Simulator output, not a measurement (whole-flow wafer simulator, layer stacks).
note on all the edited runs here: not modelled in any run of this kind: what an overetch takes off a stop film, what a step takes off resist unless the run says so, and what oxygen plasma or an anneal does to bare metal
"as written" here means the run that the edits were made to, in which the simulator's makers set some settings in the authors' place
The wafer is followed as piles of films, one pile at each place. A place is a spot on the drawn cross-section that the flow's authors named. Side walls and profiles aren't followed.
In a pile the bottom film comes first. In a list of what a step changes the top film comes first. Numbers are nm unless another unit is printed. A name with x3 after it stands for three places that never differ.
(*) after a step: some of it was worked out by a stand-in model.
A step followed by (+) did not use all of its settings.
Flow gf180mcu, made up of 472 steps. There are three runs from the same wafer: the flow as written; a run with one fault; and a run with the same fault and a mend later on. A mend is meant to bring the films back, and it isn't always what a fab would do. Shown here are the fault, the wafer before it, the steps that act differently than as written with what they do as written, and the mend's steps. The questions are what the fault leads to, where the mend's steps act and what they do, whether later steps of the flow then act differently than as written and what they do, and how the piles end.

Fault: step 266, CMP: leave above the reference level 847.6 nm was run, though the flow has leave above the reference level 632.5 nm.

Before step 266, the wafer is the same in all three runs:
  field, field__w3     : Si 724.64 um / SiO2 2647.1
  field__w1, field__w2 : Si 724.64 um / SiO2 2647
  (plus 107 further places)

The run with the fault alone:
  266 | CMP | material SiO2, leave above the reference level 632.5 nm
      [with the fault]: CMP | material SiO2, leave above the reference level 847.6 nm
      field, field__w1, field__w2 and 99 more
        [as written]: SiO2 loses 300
        [with the fault]: SiO2 loses 84.9
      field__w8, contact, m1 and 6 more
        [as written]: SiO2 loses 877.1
        [with the fault]: SiO2 loses 662
  Steps further on in the flow that do not act as written:
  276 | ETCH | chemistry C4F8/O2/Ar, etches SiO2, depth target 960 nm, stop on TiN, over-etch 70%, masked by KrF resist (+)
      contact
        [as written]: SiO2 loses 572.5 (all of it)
        [with the fault]: SiO2 loses 787.6 (all of it)
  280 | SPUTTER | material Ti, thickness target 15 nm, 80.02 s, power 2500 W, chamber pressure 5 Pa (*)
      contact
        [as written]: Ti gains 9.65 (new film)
        [with the fault]: Ti gains 8.52 (new film)
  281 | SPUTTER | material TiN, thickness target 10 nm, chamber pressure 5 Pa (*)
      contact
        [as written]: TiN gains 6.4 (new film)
        [with the fault]: TiN gains 5.65 (new film)
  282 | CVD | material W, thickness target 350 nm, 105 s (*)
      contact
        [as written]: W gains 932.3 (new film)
        [with the fault]: W gains 1149.3 (new film)
  At field, field__w1, field__w2 and 109 more, the piles at the end differ from the flow's by more than 2% or 0.5 nm, whichever is larger.
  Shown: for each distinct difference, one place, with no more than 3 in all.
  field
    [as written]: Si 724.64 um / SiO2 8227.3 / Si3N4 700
    [with the fault]: Si 724.64 um / SiO2 8442.4 / Si3N4 700
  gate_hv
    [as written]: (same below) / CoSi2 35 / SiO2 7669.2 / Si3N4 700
    [with the fault]: (same below) / CoSi2 35 / SiO2 7884.3 / Si3N4 700
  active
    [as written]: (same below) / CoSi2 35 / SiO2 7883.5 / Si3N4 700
    [with the fault]: (same below) / CoSi2 35 / SiO2 8098.6 / Si3N4 700

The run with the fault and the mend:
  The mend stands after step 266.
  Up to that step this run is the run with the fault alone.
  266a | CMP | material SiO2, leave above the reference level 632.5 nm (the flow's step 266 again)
      field, field__w1, field__w2 and 108 more
        SiO2 loses 215.1
  Every later step of the flow that is run acts as written at every place that is followed.
  At every place that both follow, the piles at the end match the flow's.
